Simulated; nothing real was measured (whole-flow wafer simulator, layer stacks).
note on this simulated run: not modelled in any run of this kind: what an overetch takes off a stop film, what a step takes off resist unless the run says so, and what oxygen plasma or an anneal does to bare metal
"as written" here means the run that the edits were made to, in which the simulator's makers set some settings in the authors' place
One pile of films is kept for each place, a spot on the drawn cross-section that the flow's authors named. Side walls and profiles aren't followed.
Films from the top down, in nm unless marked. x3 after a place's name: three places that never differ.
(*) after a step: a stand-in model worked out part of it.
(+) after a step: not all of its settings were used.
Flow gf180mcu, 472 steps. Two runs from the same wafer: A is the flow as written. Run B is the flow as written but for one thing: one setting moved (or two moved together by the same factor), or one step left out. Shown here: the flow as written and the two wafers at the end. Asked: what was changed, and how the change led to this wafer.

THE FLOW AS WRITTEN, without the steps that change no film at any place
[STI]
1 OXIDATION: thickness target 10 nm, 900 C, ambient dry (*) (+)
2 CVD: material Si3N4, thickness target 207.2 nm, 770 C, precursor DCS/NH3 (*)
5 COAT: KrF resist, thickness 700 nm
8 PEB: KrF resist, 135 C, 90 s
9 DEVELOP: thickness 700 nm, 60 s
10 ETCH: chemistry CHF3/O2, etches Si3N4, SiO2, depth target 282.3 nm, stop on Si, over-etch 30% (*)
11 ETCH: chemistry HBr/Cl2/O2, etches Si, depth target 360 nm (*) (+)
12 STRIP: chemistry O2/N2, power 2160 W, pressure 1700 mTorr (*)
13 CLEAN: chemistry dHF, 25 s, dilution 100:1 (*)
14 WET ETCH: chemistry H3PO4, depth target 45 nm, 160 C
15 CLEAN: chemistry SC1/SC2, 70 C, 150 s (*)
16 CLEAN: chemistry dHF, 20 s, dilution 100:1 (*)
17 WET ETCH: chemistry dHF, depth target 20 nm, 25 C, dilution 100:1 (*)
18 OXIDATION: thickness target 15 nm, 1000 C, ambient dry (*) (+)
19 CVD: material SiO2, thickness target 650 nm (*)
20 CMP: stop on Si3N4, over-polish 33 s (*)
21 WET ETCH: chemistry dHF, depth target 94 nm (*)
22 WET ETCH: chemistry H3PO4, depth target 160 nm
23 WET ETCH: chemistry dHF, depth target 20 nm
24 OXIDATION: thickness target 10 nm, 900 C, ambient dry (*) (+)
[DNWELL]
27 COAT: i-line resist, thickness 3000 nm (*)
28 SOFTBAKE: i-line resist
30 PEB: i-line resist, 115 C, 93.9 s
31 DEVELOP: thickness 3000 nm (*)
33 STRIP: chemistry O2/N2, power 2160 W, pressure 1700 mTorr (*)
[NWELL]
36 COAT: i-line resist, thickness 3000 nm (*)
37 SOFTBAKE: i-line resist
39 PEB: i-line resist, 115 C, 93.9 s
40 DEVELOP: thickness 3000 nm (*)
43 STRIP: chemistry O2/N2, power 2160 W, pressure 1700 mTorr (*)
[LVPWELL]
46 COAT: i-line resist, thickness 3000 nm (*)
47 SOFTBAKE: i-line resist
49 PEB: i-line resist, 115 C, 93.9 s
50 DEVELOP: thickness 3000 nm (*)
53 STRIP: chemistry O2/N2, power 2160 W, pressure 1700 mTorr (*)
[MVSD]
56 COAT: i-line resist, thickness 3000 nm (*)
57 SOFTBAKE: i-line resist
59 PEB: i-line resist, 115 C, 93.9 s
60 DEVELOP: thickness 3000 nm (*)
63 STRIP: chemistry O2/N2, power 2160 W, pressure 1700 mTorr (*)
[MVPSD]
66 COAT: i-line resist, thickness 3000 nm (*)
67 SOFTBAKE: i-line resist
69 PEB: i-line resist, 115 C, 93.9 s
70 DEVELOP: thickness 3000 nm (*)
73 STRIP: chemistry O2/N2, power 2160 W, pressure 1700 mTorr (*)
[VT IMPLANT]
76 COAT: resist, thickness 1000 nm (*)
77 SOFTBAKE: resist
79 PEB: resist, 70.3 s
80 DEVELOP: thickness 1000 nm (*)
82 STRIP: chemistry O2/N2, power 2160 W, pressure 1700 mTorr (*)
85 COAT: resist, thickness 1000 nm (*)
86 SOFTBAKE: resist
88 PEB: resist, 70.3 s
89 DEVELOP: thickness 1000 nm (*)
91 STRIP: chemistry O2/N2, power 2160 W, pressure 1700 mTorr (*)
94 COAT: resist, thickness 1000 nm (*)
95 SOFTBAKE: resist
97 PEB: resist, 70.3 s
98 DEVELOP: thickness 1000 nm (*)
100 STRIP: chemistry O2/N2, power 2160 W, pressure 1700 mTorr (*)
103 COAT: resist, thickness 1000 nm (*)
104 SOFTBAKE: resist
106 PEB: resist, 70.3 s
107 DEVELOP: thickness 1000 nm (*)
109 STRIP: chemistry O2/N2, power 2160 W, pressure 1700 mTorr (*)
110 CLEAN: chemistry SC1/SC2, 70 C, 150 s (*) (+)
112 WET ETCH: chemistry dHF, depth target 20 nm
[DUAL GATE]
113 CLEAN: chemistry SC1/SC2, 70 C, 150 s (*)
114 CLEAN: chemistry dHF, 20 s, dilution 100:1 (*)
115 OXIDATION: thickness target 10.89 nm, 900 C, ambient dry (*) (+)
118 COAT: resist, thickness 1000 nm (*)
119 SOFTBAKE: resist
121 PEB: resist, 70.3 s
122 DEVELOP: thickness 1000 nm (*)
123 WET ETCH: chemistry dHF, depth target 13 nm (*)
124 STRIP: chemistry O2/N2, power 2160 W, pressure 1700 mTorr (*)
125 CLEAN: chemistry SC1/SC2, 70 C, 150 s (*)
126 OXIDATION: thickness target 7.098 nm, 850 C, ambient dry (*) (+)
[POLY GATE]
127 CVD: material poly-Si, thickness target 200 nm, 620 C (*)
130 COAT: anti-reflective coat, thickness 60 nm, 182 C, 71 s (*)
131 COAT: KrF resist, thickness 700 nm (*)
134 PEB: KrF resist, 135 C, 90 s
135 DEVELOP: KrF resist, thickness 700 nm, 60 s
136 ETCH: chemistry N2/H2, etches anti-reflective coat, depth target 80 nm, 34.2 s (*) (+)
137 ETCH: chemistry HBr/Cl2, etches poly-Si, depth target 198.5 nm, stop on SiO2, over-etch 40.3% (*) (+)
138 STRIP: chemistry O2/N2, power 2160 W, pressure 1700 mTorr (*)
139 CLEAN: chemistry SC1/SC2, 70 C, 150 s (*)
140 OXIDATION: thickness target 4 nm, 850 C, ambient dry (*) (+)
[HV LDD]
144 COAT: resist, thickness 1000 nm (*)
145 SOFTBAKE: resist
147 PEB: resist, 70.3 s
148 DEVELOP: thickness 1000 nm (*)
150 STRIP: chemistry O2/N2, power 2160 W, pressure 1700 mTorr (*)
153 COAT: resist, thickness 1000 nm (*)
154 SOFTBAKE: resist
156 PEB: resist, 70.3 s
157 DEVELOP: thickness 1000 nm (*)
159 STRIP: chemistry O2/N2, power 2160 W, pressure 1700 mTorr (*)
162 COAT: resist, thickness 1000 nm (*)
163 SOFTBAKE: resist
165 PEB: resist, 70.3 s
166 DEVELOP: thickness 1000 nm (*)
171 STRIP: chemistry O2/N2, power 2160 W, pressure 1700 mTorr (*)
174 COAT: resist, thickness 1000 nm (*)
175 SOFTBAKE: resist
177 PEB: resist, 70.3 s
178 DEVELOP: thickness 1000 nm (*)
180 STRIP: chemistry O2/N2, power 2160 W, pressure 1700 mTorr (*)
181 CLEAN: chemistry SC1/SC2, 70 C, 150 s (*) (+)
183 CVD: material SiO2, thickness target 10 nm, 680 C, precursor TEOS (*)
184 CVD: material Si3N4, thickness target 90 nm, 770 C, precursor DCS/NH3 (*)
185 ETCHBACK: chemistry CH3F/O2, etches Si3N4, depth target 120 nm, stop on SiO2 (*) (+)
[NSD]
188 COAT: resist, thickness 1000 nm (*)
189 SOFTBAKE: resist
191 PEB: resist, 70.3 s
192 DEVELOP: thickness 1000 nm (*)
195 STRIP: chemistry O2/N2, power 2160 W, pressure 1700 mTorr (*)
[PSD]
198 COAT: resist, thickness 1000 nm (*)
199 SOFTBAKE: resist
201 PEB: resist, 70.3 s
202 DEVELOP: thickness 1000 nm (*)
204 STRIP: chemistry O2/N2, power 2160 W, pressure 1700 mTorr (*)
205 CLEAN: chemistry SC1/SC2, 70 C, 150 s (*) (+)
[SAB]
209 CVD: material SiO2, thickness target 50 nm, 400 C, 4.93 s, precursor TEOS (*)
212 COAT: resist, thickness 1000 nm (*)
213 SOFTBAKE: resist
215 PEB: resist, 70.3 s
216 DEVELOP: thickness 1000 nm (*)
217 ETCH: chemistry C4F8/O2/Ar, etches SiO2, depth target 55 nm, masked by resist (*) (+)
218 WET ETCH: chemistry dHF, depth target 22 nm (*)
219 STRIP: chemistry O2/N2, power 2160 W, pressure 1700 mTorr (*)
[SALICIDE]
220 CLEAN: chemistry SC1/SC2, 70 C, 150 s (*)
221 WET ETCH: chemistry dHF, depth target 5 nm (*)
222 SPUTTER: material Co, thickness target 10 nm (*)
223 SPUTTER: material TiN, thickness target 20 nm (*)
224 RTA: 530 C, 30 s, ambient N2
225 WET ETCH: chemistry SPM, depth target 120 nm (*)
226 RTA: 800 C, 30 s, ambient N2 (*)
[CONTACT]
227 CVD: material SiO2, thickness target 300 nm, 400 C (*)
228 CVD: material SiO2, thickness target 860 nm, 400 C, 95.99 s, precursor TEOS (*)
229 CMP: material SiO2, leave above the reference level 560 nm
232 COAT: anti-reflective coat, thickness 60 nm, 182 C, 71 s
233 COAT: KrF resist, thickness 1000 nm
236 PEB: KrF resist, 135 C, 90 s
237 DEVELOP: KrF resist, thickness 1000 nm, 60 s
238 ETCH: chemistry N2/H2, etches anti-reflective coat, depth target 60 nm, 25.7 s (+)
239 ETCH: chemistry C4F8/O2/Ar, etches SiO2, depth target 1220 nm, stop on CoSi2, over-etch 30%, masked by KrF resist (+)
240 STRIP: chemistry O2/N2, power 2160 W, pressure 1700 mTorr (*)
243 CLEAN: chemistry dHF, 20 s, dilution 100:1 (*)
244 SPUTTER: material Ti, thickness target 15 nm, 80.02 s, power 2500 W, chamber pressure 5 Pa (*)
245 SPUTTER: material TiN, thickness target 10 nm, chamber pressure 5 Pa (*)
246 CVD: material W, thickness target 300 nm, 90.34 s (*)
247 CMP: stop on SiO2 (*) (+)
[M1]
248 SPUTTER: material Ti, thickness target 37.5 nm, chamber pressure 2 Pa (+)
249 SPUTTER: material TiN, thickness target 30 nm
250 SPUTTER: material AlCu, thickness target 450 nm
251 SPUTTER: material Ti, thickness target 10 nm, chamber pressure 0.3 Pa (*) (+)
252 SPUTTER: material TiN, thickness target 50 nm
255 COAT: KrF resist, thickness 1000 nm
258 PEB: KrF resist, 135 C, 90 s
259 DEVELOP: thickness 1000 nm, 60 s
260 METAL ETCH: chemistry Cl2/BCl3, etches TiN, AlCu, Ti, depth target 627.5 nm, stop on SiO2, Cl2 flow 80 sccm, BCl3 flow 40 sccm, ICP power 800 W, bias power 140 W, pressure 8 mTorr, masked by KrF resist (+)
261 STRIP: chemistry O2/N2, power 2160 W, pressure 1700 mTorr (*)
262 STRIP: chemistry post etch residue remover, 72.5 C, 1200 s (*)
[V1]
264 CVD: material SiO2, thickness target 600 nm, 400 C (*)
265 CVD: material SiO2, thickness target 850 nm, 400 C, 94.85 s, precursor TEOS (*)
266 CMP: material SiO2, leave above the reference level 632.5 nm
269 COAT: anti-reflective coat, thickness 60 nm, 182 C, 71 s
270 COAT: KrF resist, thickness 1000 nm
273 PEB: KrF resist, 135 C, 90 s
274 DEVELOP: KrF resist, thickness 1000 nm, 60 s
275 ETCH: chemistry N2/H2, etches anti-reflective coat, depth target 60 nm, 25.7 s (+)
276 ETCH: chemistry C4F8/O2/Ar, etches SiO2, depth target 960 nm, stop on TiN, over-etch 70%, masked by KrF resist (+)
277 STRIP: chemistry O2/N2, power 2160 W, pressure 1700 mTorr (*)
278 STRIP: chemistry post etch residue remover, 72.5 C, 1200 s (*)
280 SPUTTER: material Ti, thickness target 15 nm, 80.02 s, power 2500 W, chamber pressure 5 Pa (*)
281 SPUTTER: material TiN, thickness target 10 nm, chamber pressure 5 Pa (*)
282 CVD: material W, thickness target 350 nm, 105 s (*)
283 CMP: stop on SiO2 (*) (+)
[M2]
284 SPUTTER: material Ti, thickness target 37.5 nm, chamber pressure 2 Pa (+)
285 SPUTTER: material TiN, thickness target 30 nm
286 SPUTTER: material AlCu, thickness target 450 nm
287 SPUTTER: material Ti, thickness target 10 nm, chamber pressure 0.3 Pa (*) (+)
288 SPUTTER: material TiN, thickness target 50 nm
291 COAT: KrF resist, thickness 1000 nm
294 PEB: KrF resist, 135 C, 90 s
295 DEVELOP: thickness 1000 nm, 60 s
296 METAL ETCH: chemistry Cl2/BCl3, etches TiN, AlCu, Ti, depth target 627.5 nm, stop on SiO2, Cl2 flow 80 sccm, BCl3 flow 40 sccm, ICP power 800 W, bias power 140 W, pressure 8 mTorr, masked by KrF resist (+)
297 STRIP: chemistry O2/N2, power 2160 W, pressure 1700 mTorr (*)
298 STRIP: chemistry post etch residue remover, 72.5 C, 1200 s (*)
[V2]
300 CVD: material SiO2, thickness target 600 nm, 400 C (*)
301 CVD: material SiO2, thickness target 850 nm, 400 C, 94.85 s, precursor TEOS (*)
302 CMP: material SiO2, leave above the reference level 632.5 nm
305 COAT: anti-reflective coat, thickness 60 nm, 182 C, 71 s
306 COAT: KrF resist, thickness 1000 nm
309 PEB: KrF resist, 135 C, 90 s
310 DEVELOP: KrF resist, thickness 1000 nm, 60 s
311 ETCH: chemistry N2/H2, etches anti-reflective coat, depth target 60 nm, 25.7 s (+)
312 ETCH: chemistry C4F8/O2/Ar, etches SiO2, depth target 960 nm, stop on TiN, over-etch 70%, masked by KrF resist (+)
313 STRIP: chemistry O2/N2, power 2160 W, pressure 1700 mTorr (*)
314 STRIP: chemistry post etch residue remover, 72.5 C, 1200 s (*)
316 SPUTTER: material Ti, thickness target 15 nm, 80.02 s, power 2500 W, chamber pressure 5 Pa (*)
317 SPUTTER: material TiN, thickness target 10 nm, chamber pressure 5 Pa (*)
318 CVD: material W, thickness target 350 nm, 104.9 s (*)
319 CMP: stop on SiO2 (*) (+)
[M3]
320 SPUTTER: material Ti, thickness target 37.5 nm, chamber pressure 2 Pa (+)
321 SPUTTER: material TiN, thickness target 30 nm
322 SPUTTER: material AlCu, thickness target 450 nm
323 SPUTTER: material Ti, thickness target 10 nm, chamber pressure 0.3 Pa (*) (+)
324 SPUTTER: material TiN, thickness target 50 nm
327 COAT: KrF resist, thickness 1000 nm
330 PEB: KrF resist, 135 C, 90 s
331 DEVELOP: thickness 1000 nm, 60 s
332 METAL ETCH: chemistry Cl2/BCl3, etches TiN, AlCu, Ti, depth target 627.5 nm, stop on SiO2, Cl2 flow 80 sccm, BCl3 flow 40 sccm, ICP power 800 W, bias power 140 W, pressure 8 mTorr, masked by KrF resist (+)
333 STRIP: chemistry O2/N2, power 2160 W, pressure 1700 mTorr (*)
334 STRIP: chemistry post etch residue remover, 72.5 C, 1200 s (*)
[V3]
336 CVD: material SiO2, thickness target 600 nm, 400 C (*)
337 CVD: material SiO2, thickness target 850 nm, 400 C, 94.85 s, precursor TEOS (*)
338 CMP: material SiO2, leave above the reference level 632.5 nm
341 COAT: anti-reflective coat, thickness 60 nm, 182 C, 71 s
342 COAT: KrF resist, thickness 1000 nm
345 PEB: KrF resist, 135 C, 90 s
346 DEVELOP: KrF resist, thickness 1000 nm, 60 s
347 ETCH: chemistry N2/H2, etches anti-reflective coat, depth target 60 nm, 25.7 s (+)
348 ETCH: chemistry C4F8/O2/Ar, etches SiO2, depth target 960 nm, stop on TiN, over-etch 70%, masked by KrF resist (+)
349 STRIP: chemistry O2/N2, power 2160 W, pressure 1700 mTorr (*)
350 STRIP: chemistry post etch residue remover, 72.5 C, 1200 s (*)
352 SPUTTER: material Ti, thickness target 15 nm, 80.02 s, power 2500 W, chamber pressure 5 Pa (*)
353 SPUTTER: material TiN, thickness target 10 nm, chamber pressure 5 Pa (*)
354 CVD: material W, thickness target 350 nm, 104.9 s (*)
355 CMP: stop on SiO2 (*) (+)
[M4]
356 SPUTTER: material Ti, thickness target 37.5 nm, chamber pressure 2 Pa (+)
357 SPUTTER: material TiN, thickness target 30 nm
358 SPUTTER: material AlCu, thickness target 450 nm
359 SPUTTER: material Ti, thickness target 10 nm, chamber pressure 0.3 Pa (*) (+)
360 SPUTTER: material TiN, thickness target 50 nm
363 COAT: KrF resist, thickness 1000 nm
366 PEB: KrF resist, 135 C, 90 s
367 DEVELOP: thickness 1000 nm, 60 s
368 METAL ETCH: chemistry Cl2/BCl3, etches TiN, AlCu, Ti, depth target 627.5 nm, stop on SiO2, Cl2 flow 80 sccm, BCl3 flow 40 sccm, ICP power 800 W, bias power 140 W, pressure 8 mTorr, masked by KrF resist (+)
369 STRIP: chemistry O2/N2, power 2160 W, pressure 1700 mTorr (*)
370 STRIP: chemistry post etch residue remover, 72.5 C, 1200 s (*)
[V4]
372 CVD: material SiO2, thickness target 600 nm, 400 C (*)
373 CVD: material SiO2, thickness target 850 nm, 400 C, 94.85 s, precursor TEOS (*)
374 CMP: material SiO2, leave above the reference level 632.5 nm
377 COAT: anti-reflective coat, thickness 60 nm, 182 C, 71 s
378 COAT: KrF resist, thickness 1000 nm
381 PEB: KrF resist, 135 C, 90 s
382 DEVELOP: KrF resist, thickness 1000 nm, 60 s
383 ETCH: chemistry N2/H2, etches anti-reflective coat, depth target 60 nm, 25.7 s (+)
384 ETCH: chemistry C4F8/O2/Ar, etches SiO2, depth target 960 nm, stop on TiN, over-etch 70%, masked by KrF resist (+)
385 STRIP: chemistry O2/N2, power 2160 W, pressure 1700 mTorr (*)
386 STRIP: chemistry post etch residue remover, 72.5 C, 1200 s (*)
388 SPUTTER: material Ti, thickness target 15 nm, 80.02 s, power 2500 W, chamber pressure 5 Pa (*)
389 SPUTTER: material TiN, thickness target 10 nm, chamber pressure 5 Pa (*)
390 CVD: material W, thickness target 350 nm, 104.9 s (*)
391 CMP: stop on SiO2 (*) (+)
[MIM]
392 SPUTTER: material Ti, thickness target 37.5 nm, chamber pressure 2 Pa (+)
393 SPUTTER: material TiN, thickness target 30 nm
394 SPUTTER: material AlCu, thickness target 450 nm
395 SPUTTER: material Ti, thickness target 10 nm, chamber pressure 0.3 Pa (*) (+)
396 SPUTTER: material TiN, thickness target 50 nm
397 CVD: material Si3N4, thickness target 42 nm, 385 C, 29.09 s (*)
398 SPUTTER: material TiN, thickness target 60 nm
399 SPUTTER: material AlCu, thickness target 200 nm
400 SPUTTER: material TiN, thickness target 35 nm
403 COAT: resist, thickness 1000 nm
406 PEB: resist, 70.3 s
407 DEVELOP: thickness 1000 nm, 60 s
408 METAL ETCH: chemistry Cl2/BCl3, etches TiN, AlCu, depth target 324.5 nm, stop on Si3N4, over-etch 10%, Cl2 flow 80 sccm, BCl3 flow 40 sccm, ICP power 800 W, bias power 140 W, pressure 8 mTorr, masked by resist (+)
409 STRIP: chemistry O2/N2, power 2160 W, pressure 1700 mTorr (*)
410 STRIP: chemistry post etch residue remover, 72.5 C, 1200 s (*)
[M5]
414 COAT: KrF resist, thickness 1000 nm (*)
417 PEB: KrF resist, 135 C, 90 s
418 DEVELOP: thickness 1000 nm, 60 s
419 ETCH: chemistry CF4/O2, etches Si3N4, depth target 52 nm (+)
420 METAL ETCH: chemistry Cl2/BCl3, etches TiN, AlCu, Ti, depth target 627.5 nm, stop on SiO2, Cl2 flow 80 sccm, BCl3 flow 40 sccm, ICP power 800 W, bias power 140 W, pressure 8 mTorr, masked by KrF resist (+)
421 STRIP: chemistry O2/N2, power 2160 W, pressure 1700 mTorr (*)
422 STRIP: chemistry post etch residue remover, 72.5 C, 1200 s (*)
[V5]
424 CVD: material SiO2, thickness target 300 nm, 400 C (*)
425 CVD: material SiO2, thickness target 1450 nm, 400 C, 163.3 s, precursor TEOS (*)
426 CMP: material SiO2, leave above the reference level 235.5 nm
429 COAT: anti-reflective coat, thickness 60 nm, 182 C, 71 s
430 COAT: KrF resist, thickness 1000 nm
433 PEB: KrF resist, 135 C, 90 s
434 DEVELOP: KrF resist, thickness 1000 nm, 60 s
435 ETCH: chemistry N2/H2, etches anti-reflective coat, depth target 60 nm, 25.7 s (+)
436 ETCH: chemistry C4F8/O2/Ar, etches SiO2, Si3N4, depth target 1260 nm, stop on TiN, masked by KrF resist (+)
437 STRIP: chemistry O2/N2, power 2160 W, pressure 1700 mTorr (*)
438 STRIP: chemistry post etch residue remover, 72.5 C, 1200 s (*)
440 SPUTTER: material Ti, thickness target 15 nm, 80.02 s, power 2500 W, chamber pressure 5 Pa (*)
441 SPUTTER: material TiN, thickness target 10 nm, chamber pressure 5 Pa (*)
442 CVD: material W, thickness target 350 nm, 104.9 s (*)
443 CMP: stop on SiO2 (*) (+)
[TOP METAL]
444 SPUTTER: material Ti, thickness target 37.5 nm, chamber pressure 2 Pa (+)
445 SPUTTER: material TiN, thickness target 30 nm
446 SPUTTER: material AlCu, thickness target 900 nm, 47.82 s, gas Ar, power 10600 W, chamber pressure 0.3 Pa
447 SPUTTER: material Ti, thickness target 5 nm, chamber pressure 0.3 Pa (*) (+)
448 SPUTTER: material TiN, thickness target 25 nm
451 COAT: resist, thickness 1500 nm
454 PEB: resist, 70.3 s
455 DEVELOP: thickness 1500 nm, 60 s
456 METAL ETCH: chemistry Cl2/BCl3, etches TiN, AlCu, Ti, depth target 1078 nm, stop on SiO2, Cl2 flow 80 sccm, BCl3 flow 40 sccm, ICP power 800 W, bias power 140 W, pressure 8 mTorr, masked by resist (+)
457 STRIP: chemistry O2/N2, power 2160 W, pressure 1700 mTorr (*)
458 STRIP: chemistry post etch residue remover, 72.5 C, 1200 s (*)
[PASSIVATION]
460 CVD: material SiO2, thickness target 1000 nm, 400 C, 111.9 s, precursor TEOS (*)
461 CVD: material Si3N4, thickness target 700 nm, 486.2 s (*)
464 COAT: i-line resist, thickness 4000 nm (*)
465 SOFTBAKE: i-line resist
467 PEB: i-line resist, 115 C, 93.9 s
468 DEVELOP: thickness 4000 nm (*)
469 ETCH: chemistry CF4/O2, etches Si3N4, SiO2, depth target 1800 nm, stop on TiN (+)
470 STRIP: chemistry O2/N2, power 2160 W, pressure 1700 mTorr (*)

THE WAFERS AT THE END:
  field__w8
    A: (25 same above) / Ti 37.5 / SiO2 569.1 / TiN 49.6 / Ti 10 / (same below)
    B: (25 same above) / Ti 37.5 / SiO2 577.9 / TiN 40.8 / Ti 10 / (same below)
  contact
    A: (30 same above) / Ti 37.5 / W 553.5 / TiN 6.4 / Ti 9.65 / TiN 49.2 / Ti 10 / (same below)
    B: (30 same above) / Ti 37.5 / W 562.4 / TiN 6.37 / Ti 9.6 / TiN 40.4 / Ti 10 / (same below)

The cause: step 288, SPUTTER: thickness target 41.2 nm was run, where the flow has thickness target 50 nm.

How the change led to this, step by step:
  288 SPUTTER: material TiN, thickness target 50 nm
      field, field__w1, field__w2 and 108 more: A TiN +50 (new film) | B TiN +41.2 (new film)
  296 METAL ETCH: chemistry Cl2/BCl3, etches TiN, AlCu, Ti, depth target 627.5 nm, stop on SiO2, Cl2 flow 80 sccm, BCl3 flow 40 sccm, ICP power 800 W, bias power 140 W, pressure 8 mTorr, masked by KrF resist (+)
      field, field__w1, field__w2 and 103 more: A TiN -50 (all of it), Ti -10 (all of it), AlCu -450 (all of it), TiN -30 (all of it), Ti -37.5 (all of it) | B TiN -41.2 (all of it), Ti -10 (all of it), AlCu -450 (all of it), TiN -30 (all of it), Ti -37.5 (all of it)
